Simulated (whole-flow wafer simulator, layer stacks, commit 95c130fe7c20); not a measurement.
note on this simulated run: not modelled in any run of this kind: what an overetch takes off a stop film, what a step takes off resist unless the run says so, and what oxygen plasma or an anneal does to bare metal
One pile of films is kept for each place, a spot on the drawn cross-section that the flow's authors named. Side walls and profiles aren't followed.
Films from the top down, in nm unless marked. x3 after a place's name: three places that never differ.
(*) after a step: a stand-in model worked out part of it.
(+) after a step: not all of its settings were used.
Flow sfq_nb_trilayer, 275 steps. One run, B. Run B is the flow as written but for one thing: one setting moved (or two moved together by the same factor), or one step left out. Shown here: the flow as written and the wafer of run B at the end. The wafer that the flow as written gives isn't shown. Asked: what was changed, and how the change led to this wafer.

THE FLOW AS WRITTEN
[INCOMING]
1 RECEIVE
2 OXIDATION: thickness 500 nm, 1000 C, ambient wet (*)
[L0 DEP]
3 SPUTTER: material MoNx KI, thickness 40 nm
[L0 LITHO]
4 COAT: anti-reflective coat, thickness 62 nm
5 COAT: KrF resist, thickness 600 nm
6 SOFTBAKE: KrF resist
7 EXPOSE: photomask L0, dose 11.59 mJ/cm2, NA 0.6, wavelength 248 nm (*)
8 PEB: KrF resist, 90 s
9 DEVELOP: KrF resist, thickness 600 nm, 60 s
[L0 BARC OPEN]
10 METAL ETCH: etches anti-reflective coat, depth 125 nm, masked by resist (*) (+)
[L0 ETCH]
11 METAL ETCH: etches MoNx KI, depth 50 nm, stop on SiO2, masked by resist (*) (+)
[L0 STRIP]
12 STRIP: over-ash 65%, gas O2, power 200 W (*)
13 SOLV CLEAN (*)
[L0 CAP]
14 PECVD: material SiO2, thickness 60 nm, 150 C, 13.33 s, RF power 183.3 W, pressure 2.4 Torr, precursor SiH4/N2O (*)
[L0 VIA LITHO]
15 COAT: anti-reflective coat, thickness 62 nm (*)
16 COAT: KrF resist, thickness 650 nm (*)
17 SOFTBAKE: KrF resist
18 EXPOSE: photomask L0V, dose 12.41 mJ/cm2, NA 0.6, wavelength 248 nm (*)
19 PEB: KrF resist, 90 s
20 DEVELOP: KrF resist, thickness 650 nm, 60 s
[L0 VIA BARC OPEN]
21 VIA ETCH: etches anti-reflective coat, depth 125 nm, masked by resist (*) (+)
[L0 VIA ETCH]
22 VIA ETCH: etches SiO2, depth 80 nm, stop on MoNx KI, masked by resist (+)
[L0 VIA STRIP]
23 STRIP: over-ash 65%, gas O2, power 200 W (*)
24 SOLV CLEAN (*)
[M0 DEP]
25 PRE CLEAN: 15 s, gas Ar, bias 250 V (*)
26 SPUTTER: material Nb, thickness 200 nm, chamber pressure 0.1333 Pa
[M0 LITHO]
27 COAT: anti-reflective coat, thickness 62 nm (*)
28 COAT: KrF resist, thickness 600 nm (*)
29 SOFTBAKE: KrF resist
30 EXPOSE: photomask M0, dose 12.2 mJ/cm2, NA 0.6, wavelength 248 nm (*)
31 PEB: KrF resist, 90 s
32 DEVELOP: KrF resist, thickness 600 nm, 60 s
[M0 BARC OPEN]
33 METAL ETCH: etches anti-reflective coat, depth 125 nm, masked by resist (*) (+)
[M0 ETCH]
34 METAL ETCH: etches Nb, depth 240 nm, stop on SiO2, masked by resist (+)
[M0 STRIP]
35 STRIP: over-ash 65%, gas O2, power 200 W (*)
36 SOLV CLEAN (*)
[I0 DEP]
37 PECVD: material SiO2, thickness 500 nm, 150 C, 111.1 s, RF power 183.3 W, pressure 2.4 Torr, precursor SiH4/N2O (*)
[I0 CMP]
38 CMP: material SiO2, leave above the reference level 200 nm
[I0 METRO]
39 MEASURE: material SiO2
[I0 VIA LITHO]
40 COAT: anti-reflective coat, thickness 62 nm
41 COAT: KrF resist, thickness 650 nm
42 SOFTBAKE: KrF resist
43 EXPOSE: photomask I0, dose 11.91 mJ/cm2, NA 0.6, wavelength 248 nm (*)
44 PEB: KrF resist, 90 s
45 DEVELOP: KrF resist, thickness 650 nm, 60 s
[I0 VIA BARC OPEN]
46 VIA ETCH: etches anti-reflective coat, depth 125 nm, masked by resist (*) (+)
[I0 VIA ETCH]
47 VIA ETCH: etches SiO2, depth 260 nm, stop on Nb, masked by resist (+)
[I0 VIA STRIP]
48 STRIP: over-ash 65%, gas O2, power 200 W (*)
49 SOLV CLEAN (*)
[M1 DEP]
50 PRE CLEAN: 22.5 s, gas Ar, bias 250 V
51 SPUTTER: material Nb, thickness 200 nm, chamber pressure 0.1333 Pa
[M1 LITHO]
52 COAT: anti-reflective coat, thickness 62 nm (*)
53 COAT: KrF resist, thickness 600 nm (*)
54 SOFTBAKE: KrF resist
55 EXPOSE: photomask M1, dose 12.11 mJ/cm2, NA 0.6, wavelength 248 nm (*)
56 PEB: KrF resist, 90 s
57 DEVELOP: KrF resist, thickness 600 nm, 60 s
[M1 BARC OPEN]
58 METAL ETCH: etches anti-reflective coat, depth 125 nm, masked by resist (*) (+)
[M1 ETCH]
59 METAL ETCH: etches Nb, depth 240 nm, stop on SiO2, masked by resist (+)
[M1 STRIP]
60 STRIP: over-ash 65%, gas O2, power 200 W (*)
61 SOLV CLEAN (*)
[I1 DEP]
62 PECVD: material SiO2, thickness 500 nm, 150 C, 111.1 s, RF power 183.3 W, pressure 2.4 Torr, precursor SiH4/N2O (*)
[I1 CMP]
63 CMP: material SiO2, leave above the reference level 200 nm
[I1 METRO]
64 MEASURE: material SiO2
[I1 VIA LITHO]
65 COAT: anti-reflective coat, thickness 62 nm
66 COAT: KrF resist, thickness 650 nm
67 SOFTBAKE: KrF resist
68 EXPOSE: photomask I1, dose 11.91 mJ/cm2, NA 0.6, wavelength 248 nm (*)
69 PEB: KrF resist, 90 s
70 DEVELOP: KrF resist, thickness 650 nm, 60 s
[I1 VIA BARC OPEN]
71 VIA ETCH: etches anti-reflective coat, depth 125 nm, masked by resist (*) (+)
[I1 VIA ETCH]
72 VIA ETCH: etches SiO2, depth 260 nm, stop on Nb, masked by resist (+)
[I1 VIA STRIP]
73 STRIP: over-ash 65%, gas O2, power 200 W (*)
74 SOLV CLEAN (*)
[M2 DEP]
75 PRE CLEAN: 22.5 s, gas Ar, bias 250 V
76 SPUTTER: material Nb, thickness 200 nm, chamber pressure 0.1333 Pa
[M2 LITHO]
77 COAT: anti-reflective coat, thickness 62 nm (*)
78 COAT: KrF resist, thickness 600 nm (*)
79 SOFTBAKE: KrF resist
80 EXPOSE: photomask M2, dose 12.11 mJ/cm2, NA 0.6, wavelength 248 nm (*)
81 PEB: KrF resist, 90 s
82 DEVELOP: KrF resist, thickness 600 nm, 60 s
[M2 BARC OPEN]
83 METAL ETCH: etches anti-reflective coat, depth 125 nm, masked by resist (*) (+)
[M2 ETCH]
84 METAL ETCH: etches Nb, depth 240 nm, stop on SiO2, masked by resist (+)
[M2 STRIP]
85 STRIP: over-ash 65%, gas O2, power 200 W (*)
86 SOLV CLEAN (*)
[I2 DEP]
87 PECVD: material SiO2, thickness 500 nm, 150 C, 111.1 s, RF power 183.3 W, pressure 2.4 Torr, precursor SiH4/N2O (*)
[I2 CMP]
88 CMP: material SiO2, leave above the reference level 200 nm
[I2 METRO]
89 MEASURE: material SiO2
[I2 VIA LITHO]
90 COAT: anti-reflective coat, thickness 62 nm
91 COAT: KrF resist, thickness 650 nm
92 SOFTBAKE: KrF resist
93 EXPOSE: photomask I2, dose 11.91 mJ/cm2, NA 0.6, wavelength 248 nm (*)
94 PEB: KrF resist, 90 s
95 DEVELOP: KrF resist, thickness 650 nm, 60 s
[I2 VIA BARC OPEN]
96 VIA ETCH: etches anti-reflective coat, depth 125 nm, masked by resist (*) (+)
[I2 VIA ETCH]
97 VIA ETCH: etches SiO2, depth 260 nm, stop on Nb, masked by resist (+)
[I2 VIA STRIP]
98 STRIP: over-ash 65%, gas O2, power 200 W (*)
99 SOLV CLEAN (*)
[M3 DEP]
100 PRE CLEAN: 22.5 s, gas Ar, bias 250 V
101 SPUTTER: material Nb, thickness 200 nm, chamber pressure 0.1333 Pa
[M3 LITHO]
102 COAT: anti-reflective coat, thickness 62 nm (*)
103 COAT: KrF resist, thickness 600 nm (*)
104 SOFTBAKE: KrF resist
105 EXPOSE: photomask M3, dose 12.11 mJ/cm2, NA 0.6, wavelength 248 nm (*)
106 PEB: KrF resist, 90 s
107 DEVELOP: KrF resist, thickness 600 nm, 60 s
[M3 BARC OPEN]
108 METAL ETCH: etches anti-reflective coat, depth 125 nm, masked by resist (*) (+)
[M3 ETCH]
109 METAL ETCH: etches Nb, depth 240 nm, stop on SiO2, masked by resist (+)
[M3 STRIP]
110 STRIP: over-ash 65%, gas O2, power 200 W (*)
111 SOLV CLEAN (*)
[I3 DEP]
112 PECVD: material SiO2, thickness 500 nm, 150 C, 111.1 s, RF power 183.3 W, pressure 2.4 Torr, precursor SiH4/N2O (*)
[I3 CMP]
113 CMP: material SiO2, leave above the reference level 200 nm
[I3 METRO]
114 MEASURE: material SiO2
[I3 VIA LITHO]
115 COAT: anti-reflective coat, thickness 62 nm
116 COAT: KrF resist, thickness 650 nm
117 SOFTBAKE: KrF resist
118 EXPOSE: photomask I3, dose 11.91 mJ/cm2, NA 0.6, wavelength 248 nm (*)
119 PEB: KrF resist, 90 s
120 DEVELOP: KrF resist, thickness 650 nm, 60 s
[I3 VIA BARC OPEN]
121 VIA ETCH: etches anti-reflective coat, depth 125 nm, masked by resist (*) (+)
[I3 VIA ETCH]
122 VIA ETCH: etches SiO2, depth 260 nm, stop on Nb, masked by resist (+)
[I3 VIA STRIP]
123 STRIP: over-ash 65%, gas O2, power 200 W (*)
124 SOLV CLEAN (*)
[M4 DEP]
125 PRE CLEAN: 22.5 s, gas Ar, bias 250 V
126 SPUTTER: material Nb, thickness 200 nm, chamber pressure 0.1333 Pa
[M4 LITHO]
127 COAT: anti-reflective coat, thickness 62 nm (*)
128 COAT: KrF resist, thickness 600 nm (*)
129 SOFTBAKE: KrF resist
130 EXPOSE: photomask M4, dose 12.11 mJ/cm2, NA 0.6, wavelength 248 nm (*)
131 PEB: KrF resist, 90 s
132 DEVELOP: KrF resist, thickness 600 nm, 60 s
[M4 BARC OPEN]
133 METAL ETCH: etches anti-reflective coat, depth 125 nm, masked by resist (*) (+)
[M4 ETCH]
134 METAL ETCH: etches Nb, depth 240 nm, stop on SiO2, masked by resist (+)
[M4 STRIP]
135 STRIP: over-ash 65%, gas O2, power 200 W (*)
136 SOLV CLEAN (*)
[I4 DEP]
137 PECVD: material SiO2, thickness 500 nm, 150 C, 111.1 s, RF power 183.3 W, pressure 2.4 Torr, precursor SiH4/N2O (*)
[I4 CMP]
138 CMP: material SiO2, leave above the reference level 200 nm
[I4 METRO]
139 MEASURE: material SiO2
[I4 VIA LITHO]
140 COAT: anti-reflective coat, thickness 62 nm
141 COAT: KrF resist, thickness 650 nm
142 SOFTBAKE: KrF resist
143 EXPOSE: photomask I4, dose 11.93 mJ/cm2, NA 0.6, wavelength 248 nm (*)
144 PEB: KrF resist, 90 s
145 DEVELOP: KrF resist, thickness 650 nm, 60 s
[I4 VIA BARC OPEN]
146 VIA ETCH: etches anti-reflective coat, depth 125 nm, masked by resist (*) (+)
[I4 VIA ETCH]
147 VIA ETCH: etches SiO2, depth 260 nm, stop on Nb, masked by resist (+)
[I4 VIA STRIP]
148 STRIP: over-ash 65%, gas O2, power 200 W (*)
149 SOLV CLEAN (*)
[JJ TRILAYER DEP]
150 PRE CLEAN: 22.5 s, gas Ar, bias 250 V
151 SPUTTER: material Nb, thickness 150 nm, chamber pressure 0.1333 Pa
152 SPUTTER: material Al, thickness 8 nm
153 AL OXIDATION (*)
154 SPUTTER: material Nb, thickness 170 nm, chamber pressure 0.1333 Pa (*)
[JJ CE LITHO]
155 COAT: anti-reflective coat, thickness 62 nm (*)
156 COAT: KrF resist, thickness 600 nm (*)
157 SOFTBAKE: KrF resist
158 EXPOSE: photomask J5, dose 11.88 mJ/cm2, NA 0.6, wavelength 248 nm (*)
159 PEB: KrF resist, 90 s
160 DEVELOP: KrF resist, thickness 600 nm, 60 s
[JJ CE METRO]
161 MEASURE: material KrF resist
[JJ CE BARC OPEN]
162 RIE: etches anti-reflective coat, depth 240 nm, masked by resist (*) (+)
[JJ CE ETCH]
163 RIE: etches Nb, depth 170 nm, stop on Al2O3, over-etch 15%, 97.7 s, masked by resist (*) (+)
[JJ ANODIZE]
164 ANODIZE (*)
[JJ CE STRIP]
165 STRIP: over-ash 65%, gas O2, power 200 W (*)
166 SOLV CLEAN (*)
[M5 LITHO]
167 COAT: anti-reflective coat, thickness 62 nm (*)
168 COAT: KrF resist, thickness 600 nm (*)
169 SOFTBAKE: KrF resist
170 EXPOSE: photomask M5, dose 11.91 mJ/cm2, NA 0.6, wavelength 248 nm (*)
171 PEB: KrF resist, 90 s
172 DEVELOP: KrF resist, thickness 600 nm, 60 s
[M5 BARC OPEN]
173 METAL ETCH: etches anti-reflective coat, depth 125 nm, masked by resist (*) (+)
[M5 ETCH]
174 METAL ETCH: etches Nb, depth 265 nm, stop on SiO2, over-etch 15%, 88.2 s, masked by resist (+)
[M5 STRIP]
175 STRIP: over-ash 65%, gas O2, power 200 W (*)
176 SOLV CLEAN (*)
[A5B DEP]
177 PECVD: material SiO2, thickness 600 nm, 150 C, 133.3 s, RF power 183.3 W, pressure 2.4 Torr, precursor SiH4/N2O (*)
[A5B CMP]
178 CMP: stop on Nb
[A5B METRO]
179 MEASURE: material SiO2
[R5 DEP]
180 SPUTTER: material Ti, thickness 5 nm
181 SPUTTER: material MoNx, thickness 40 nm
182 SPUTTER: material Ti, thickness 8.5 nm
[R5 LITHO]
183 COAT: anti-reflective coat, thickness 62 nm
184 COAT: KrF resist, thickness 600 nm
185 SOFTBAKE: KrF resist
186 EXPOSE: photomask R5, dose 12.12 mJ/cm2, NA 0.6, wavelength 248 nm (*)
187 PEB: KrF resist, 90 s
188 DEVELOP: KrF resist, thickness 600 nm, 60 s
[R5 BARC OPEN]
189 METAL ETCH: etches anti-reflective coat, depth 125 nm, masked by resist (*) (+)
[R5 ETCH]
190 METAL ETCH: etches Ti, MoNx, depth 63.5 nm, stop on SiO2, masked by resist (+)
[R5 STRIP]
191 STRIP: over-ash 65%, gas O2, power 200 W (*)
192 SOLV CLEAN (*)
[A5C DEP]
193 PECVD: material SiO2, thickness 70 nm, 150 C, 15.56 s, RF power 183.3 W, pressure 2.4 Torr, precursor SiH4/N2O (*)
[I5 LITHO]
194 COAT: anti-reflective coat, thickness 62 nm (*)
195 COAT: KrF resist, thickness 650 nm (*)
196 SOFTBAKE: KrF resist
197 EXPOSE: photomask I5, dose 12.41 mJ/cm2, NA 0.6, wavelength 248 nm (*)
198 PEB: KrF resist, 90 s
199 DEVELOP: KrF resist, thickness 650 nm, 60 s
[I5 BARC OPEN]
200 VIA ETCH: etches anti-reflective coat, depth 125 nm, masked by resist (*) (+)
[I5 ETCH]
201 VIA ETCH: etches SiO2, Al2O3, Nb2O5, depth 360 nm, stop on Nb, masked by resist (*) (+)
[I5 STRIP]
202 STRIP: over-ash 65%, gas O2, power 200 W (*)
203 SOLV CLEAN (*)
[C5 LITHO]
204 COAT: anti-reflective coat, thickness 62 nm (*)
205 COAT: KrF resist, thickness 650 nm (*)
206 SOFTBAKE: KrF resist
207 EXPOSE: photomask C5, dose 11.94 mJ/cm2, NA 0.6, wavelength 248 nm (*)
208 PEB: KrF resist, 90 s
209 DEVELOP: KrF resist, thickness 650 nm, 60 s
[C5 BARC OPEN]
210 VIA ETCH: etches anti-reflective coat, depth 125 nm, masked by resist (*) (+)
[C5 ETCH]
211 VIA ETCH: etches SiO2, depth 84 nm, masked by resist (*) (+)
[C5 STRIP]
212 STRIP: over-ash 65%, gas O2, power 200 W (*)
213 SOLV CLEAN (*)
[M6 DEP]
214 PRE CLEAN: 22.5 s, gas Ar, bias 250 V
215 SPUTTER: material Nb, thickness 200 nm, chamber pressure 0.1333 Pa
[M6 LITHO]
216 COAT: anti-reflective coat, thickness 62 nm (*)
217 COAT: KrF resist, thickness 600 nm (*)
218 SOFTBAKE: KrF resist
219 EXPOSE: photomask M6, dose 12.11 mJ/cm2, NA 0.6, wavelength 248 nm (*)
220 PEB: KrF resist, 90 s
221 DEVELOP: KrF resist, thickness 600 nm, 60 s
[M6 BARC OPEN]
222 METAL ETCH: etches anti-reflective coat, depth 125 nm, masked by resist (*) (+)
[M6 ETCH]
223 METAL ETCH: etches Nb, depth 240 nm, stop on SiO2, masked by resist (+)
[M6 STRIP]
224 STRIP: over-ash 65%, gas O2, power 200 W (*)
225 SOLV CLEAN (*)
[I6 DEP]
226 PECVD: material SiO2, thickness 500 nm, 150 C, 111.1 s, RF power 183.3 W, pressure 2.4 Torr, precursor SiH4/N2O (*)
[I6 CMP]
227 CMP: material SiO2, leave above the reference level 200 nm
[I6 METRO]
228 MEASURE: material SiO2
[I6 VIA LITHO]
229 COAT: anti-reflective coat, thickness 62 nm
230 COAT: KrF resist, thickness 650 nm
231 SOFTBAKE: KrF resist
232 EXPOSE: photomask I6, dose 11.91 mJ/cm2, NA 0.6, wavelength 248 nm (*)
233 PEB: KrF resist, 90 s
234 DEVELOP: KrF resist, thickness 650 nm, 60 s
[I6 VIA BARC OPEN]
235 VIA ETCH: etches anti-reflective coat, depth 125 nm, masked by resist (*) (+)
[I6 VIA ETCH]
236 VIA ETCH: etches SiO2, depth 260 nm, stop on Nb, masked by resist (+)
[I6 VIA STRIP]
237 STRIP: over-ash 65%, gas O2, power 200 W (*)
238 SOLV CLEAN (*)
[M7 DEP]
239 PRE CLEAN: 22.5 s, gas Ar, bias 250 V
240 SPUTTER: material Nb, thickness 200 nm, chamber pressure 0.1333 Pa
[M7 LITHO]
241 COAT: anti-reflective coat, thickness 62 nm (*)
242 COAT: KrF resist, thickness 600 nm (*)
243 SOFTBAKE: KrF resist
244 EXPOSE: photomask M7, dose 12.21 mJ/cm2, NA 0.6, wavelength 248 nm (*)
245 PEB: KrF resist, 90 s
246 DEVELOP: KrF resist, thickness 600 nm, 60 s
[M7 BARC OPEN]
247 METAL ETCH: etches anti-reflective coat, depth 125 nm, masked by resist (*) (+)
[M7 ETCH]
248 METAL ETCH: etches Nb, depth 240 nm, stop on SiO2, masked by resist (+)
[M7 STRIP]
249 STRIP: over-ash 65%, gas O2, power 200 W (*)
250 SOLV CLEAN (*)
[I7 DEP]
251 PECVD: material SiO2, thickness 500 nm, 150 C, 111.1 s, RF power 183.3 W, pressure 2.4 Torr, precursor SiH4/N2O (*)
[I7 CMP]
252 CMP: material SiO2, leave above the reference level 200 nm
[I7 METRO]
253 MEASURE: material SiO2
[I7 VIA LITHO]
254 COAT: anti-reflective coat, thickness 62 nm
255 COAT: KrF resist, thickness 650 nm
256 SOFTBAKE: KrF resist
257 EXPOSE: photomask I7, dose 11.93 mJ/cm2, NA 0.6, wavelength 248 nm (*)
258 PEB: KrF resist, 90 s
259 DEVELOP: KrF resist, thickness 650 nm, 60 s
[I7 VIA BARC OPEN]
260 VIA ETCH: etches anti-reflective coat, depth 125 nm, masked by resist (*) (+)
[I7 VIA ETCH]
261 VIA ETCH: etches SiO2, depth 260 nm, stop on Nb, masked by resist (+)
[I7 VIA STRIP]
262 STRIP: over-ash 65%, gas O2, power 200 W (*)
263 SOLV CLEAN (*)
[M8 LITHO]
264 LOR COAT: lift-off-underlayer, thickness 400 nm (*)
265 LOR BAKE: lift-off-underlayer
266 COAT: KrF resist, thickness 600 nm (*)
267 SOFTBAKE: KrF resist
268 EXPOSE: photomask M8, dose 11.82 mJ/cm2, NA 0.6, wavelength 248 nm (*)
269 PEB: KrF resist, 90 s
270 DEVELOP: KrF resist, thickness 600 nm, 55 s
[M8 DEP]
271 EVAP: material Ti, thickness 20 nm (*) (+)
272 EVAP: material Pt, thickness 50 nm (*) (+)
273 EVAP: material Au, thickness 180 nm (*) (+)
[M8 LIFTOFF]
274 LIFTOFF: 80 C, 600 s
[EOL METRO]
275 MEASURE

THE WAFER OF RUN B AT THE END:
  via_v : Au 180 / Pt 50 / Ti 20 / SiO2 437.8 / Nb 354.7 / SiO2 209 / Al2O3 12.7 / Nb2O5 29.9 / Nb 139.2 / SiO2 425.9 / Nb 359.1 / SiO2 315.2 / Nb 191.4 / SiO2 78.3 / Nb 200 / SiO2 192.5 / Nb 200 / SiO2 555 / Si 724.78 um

The cause: step 72, VIA ETCH: depth 114 nm was run, where the flow has depth 260 nm.

How the change led to this, step by step:
  72 VIA ETCH: etches SiO2, depth 260 nm, stop on Nb, masked by resist (+)
      via_v: SiO2 -114 (as written it would be: SiO2 -199.8 (all of it))
      field_l, v_sur, via_wl and 102 more: KrF resist -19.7 (as written it would be: KrF resist -44.8)
  73 STRIP: over-ash 65%, gas O2, power 200 W (*)
      field_l, v_sur, via_wl and 102 more: KrF resist -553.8 (all of it), anti-reflective coat -62 (all of it) (as written it would be: KrF resist -528.6 (all of it), anti-reflective coat -62 (all of it))
  75 PRE CLEAN: 22.5 s, gas Ar, bias 250 V
      via_v: SiO2 -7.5 (as written it would be: Nb -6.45)
  76 SPUTTER: material Nb, thickness 200 nm, chamber pressure 0.1333 Pa
      via_v: Nb +191.4 (new film) (as written it would be: Nb +174.5)
  77 COAT: anti-reflective coat, thickness 62 nm (*)
      via_sp: anti-reflective coat +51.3 (new film) (as written it would be: anti-reflective coat +53.2 (new film))
      via_v: anti-reflective coat +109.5 (new film) (as written it would be: anti-reflective coat +123.1 (new film))
      (and at 1 more place)
  78 COAT: KrF resist, thickness 600 nm (*)
      via_v: KrF resist +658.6 (new film) (as written it would be: KrF resist +733.7 (new film))
  85 STRIP: over-ash 65%, gas O2, power 200 W (*)
      via_sp: KrF resist -382.6 (all of it), anti-reflective coat -51.3 (all of it) (as written it would be: KrF resist -374.4 (all of it), anti-reflective coat -53.2 (all of it))
      via_v: KrF resist -440.8 (all of it), anti-reflective coat -109.5 (all of it) (as written it would be: KrF resist -515.8 (all of it), anti-reflective coat -123.1 (all of it))
      (and at 1 more place)
  87 PECVD: material SiO2, thickness 500 nm, 150 C, 111.1 s, RF power 183.3 W, pressure 2.4 Torr, precursor SiH4/N2O (*)
      via_v: SiO2 +500 (new film) (as written it would be: SiO2 +606 (new film))
  88 CMP: material SiO2, leave above the reference level 200 nm
      via_v: SiO2 -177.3 (as written it would be: SiO2 -181.6)
Counting metal films that touch as one body, via_v has 7 bodies (between them, from the top down: SiO2 437.8; SiO2 209 / Al2O3 12.7 / Nb2O5 29.9; SiO2 425.9; SiO2 315.2; SiO2 78.3; SiO2 192.5); the flow as written gives 6 bodies (between them, from the top down: SiO2 437.8; SiO2 209 / Al2O3 12.7 / Nb2O5 29.9; SiO2 425.9; SiO2 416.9; SiO2 192.5).
